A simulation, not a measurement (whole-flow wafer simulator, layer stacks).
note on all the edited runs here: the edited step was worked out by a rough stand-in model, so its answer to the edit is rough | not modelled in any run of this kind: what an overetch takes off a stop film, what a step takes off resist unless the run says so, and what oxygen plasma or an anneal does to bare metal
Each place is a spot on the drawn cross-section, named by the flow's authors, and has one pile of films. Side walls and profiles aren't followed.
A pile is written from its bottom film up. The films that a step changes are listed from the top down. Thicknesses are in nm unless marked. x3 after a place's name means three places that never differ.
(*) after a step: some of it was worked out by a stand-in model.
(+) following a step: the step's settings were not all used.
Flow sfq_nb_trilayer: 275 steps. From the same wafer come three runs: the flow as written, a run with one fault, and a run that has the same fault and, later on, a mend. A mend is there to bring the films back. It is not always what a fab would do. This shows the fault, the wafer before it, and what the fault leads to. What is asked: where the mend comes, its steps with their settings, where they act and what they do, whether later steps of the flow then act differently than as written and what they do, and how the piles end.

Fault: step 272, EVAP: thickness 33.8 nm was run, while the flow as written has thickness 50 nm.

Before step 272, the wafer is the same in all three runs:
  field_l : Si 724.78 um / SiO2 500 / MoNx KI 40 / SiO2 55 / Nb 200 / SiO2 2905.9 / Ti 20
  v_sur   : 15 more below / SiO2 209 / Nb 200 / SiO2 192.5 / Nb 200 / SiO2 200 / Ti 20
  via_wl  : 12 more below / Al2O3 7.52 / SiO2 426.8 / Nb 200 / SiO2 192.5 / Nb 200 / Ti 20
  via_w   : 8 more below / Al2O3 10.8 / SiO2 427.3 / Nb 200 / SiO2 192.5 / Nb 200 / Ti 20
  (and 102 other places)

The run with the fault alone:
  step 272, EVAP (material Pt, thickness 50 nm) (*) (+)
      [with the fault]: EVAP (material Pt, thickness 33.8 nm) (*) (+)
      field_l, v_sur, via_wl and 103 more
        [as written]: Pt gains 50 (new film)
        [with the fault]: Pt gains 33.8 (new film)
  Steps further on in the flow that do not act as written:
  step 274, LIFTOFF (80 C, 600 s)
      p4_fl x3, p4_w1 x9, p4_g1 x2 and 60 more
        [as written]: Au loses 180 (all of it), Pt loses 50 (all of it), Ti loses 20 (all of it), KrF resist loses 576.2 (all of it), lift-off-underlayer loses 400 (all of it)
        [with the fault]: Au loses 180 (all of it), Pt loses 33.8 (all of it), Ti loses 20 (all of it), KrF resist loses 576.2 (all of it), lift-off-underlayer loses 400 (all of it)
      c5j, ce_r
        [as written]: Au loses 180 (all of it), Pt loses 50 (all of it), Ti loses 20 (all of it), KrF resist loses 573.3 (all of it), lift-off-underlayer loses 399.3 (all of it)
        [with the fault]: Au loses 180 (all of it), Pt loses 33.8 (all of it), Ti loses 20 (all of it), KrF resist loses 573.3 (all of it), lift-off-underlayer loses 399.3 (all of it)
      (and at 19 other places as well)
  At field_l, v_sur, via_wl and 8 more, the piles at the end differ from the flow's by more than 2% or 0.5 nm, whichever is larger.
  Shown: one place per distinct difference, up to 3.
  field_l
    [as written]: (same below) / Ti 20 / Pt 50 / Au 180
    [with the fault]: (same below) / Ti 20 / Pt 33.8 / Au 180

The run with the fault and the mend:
  After step 272 comes the mend.
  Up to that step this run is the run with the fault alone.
  step 272a, EVAP (material Pt, thickness 16.2 nm) (*) (+) (the flow's step 272 again, with other settings)
      field_l, v_sur, via_wl and 103 more
        Pt gains 16.2
  Every later step of the flow that is run acts as written at every place that is followed.
  The piles end the same as the flow's at every place that both follow.
